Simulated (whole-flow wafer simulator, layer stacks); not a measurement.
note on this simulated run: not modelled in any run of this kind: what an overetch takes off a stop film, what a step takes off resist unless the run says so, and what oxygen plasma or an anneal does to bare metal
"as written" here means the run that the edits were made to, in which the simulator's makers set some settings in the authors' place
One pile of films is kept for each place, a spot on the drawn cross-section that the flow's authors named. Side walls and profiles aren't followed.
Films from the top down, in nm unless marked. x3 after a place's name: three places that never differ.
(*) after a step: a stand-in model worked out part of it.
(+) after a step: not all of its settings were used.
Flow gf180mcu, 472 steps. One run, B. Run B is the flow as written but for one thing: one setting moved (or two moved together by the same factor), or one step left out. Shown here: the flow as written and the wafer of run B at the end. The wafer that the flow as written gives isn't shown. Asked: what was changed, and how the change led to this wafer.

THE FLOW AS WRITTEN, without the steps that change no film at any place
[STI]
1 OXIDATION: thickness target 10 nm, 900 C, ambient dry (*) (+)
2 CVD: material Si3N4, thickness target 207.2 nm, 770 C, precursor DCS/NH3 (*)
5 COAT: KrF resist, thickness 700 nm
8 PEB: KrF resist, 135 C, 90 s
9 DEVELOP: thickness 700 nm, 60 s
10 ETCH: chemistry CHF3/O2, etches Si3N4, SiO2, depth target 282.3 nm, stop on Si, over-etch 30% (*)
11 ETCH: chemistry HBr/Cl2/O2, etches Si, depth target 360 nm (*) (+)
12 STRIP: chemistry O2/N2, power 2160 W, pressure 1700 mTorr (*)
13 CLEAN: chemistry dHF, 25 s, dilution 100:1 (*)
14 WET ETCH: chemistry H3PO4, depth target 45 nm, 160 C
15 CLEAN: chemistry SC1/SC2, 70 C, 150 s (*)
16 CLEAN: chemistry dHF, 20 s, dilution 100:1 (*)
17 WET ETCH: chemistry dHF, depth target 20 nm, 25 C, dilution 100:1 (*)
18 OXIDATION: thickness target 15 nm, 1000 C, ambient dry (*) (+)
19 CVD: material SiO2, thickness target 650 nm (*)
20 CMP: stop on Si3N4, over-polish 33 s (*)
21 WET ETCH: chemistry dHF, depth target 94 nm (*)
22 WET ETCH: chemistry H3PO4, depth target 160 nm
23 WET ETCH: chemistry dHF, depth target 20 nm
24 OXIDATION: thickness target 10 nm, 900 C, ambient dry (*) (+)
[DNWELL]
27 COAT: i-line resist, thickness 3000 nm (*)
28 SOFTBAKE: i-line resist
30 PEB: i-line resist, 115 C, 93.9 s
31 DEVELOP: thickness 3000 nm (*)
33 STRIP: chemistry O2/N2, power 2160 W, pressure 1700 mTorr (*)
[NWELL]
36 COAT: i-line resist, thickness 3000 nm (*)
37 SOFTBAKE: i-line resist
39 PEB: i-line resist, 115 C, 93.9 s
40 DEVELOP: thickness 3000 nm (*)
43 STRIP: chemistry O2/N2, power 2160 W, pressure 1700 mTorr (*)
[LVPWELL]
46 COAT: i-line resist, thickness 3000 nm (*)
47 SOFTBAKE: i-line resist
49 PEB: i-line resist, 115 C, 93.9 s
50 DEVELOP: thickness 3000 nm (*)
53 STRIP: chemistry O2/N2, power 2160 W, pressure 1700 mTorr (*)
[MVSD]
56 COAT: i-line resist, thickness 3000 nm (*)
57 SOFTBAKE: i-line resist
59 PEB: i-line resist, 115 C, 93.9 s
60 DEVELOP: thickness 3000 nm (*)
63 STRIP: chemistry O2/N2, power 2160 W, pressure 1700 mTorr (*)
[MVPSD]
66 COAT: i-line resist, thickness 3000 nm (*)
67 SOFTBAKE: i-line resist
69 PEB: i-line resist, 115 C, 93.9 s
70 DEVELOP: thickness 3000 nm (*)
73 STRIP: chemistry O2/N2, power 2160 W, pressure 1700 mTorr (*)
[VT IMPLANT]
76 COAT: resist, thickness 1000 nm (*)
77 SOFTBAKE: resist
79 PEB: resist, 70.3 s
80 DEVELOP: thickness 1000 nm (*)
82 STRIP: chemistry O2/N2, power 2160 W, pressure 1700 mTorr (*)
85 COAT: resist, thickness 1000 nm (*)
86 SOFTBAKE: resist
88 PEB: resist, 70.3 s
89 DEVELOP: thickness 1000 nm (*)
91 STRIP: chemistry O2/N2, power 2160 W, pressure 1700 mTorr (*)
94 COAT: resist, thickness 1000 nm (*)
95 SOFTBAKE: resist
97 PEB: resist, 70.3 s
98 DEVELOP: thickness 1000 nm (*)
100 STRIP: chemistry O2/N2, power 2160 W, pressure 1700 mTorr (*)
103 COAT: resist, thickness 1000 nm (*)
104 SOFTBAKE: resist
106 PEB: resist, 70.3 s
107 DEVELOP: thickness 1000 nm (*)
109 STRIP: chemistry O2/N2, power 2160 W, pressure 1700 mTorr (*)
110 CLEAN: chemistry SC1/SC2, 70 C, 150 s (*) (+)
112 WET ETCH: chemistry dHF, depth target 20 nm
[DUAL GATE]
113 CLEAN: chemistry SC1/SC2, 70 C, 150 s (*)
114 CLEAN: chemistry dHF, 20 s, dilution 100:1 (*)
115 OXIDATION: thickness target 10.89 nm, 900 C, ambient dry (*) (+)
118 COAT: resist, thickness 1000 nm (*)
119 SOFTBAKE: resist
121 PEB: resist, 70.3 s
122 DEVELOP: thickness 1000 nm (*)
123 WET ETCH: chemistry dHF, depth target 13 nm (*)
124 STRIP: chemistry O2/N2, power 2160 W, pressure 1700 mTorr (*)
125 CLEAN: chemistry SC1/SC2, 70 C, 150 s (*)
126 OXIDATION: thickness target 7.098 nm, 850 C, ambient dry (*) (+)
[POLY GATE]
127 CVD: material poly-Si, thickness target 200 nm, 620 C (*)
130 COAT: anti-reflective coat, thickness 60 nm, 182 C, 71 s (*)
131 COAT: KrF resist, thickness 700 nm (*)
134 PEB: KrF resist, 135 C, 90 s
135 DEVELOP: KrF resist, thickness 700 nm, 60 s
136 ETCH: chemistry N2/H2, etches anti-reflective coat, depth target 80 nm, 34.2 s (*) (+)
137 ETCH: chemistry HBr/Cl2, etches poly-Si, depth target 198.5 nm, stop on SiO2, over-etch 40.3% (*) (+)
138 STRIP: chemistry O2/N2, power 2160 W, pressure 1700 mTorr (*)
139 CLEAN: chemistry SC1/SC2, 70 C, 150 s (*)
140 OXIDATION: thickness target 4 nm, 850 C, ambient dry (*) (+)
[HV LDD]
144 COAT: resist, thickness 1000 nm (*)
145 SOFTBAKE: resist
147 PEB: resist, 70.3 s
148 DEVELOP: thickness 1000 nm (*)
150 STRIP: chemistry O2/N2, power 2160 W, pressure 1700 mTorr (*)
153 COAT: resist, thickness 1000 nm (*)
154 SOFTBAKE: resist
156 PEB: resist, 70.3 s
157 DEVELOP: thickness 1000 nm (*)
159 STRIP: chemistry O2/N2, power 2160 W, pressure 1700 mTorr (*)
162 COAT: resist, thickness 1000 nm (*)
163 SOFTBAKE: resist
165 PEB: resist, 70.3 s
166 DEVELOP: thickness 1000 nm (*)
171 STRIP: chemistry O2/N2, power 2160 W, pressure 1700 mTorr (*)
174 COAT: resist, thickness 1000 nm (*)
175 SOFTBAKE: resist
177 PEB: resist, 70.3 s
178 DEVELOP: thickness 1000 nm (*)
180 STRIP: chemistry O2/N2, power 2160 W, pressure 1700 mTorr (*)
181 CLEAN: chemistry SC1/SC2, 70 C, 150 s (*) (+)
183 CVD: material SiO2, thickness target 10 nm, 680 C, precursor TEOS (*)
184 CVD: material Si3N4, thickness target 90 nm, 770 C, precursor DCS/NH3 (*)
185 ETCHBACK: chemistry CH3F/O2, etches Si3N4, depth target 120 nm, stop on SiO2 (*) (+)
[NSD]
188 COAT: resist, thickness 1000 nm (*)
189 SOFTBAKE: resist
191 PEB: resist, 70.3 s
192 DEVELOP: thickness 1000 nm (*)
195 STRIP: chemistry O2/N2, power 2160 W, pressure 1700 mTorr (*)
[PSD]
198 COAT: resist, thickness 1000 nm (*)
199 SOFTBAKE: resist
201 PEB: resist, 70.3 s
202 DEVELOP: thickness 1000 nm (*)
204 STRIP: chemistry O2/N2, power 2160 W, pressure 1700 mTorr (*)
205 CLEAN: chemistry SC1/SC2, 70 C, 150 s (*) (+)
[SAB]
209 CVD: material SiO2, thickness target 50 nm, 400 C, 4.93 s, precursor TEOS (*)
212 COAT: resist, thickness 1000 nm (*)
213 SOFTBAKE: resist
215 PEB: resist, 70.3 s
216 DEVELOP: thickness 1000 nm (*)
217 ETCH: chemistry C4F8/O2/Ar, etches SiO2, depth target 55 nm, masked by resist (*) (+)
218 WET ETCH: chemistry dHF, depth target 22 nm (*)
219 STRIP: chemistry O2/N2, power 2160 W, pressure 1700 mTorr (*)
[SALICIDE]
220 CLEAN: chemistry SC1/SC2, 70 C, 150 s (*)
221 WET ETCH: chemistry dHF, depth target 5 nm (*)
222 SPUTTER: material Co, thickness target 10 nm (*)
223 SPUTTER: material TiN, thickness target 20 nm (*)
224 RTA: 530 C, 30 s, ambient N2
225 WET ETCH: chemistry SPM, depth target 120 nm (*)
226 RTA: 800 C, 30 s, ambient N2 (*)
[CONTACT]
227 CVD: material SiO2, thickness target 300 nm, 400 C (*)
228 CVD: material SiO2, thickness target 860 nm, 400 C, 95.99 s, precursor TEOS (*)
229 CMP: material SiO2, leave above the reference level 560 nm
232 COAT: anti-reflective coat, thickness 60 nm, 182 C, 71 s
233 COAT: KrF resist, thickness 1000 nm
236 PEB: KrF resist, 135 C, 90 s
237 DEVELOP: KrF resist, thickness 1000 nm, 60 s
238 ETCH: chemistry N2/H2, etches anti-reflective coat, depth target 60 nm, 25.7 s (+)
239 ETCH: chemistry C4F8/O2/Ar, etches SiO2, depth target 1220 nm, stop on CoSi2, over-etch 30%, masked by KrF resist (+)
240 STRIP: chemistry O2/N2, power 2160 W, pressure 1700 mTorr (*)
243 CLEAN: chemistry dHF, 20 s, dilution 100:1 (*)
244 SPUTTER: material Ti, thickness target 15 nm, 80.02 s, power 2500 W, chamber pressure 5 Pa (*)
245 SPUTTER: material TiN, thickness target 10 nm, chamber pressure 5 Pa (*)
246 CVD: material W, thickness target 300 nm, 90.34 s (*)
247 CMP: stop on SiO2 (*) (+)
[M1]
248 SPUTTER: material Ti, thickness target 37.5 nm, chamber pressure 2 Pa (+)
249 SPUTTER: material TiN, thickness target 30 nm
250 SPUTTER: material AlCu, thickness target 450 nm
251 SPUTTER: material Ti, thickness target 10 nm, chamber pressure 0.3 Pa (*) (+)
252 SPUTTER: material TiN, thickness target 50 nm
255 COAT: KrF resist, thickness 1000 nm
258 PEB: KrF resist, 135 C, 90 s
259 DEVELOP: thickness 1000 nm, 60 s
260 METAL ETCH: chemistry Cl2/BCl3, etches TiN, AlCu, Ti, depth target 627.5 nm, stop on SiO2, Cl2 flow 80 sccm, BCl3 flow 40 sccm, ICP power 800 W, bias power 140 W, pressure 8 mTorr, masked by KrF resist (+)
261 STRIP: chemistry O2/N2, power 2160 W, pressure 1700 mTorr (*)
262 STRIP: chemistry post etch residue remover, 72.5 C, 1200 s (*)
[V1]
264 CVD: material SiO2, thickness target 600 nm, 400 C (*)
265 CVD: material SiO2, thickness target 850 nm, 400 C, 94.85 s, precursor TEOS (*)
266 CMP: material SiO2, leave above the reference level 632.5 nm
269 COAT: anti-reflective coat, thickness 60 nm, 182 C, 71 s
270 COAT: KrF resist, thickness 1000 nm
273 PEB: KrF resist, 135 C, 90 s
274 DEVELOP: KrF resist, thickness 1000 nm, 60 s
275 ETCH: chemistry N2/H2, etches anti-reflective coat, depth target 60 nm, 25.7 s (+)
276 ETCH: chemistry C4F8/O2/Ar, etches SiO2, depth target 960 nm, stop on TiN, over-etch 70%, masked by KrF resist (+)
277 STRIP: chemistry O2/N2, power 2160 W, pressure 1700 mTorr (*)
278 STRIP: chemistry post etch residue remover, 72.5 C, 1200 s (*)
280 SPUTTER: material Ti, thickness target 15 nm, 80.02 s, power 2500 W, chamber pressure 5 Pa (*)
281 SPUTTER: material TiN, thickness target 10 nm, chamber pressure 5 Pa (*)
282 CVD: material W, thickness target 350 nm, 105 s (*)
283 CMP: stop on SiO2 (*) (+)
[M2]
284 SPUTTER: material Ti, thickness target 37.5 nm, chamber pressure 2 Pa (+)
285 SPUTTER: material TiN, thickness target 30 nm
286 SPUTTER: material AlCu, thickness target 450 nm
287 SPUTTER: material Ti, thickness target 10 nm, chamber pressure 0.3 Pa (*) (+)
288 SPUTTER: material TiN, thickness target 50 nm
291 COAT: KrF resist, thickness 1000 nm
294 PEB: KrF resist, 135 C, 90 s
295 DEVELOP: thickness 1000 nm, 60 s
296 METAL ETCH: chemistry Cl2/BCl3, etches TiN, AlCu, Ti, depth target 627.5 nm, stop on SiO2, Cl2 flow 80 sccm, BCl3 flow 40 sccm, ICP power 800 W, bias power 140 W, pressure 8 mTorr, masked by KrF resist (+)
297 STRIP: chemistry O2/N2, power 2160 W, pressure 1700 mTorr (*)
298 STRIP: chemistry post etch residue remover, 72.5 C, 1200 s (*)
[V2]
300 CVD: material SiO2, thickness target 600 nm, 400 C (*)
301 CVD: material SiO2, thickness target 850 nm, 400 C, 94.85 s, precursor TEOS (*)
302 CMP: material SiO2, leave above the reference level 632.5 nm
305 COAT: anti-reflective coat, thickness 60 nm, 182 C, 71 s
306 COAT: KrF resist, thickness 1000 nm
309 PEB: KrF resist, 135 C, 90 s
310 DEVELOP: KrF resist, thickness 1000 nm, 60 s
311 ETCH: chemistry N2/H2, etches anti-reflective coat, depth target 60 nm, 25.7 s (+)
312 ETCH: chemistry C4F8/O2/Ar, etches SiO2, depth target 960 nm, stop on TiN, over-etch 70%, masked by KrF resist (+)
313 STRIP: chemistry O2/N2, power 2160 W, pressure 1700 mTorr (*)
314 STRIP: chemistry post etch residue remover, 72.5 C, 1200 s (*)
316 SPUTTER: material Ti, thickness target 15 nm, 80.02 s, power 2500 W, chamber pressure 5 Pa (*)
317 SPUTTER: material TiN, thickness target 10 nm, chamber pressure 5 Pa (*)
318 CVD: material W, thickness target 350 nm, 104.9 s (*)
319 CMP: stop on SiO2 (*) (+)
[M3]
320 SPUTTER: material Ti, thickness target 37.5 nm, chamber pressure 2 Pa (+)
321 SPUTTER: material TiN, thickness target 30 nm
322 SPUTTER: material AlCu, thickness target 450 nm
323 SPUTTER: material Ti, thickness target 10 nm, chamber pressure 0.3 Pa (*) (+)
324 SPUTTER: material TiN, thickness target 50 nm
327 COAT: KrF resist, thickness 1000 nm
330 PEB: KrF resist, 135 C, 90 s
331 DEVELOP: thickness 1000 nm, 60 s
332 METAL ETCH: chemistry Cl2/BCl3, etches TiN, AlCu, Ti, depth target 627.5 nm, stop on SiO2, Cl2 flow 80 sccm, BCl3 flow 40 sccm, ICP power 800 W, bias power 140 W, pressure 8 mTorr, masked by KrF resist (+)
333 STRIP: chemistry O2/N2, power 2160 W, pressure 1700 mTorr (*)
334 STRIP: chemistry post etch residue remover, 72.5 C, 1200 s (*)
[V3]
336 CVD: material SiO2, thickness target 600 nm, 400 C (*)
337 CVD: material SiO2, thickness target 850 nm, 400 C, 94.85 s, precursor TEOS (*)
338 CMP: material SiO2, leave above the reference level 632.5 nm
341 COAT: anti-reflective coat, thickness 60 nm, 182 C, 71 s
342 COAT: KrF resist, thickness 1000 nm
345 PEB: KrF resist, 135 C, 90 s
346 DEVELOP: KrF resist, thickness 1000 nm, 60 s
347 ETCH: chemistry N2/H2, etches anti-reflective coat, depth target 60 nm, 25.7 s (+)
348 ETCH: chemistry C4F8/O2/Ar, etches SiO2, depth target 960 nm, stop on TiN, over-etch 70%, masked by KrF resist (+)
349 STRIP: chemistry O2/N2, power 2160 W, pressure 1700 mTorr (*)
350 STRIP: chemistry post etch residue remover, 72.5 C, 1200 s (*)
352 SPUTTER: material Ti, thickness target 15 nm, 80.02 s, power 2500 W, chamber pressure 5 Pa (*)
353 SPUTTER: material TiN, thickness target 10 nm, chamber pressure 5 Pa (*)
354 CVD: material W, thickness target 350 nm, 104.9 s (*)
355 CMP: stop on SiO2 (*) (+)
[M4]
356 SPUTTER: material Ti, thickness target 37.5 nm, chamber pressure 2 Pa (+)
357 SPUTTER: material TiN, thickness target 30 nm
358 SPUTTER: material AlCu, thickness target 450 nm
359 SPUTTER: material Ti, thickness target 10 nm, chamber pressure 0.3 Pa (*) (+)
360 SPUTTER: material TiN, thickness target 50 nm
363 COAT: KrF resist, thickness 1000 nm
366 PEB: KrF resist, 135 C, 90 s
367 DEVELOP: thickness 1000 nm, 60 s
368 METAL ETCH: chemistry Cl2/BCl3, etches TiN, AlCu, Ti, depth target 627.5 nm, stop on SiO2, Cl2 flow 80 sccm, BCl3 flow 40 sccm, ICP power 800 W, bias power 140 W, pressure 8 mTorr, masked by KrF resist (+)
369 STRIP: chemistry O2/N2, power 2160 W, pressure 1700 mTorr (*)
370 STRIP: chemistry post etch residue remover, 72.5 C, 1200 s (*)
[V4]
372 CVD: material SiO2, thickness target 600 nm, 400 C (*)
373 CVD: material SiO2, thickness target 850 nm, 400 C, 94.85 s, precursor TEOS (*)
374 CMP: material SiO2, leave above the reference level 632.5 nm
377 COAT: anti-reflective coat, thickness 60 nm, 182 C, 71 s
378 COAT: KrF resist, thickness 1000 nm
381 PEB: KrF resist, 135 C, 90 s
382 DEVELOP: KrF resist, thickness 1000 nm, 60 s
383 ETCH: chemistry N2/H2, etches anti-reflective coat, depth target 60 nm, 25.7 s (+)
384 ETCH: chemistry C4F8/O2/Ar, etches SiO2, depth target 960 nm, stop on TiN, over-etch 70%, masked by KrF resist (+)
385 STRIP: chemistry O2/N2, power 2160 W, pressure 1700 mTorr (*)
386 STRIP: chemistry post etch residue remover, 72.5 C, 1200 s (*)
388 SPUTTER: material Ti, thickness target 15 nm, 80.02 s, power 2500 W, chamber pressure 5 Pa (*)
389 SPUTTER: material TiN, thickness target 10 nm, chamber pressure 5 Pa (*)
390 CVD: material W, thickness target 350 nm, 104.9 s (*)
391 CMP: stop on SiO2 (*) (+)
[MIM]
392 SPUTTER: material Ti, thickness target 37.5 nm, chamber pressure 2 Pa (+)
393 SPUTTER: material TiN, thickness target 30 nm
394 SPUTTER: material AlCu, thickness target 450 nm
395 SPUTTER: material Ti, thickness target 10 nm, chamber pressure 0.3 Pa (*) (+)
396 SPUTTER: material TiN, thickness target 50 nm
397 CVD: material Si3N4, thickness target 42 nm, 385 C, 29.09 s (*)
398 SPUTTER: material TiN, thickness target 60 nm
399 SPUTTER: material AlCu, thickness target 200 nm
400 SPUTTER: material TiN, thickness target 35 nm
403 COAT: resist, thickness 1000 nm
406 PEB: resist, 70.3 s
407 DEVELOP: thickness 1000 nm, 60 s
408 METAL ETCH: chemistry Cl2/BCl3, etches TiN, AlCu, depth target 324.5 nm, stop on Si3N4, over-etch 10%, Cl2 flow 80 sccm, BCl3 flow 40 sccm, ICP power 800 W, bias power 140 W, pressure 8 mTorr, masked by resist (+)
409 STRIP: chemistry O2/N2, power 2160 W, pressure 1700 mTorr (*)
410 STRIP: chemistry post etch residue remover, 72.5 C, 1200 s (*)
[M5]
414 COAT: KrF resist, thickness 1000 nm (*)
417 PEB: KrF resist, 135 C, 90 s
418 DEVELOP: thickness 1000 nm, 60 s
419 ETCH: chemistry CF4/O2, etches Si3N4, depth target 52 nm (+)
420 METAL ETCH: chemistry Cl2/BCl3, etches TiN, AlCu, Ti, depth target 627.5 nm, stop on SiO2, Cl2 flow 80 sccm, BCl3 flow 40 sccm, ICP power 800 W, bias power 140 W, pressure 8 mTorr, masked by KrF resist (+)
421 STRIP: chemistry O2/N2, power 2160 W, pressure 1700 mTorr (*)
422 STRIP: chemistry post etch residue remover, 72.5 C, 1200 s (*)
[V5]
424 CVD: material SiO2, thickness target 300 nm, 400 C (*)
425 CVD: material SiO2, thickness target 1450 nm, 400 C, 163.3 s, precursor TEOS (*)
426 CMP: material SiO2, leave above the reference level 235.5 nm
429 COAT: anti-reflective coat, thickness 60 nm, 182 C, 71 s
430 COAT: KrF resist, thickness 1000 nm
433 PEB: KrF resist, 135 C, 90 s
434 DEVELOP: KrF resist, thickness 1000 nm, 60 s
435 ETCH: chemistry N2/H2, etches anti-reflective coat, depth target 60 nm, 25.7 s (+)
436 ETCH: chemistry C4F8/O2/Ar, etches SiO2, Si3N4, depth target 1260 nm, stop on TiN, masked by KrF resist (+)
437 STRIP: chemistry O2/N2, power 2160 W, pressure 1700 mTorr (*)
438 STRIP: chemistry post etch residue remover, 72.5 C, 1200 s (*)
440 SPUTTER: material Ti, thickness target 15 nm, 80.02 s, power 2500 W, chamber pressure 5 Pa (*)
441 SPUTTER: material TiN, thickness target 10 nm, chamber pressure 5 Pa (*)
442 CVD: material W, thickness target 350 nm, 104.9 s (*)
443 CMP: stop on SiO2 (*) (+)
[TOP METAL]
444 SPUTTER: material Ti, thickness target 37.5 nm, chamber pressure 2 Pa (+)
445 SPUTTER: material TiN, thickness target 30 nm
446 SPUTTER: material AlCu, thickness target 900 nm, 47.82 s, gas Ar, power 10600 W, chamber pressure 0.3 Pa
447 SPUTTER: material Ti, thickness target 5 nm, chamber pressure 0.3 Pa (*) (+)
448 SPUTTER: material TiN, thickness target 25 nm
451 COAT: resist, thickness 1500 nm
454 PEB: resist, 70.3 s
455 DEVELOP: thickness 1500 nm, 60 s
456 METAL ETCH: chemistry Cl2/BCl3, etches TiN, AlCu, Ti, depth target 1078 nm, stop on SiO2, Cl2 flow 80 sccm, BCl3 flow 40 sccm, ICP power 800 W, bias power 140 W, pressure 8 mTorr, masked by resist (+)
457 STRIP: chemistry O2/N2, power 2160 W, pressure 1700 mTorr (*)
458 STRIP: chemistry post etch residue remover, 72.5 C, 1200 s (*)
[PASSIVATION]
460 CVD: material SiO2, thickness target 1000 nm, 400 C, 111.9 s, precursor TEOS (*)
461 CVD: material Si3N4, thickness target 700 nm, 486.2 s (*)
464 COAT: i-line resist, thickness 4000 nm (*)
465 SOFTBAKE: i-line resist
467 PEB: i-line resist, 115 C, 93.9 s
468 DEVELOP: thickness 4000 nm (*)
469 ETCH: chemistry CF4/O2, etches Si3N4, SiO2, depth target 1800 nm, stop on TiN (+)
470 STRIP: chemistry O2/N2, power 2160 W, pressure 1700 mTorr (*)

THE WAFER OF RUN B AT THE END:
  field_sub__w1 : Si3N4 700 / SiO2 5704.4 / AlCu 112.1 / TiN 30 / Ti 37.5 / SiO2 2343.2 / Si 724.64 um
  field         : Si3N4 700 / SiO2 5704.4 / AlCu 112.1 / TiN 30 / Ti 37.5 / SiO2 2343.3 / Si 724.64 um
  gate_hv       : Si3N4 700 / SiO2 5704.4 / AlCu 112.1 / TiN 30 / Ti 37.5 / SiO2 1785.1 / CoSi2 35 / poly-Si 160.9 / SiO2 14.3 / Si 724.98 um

The cause: step 296, METAL ETCH: depth target 392.2 nm was run, where the flow has depth target 627.5 nm.

How the change led to this, step by step:
  296 METAL ETCH: chemistry Cl2/BCl3, etches TiN, AlCu, Ti, depth target 627.5 nm, stop on SiO2, Cl2 flow 80 sccm, BCl3 flow 40 sccm, ICP power 800 W, bias power 140 W, pressure 8 mTorr, masked by KrF resist (+)
      field, field__w1, field__w2 and 103 more: TiN -50 (all of it), Ti -10 (all of it), AlCu -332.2 (as written it would be: TiN -50 (all of it), Ti -10 (all of it), AlCu -450 (all of it), TiN -30 (all of it), Ti -37.5 (all of it))
      field__w8, contact, m1, m1__w1, m1_nw: KrF resist -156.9 (as written it would be: KrF resist -251)
  297 STRIP: chemistry O2/N2, power 2160 W, pressure 1700 mTorr (*)
      field__w8, contact, m1, m1__w1, m1_nw: KrF resist -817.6 (all of it) (as written it would be: KrF resist -723.5 (all of it))
  298 STRIP: chemistry post etch residue remover, 72.5 C, 1200 s (*)
      field, field__w1, field__w2 and 103 more: AlCu -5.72 (as written it would be: nothing)
  300 CVD: material SiO2, thickness target 600 nm, 400 C (*)
      field, field__w1, field__w2 and 103 more: SiO2 +600 (new film) (as written it would be: SiO2 +600)
  302 CMP: material SiO2, leave above the reference level 632.5 nm
      field, field__w1, field__w2 and 103 more: SiO2 -479.6 (as written it would be: SiO2 -300)
Counting metal films that touch as one body, field_sub__w1 has 1 body; the flow as written gives 0 bodies.
Counting metal films that touch as one body, field has 1 body; the flow as written gives 0 bodies.
Counting metal films that touch as one body, gate_hv has 2 bodies (between them, from the top down: SiO2 1785.1); the flow as written gives 1 body.
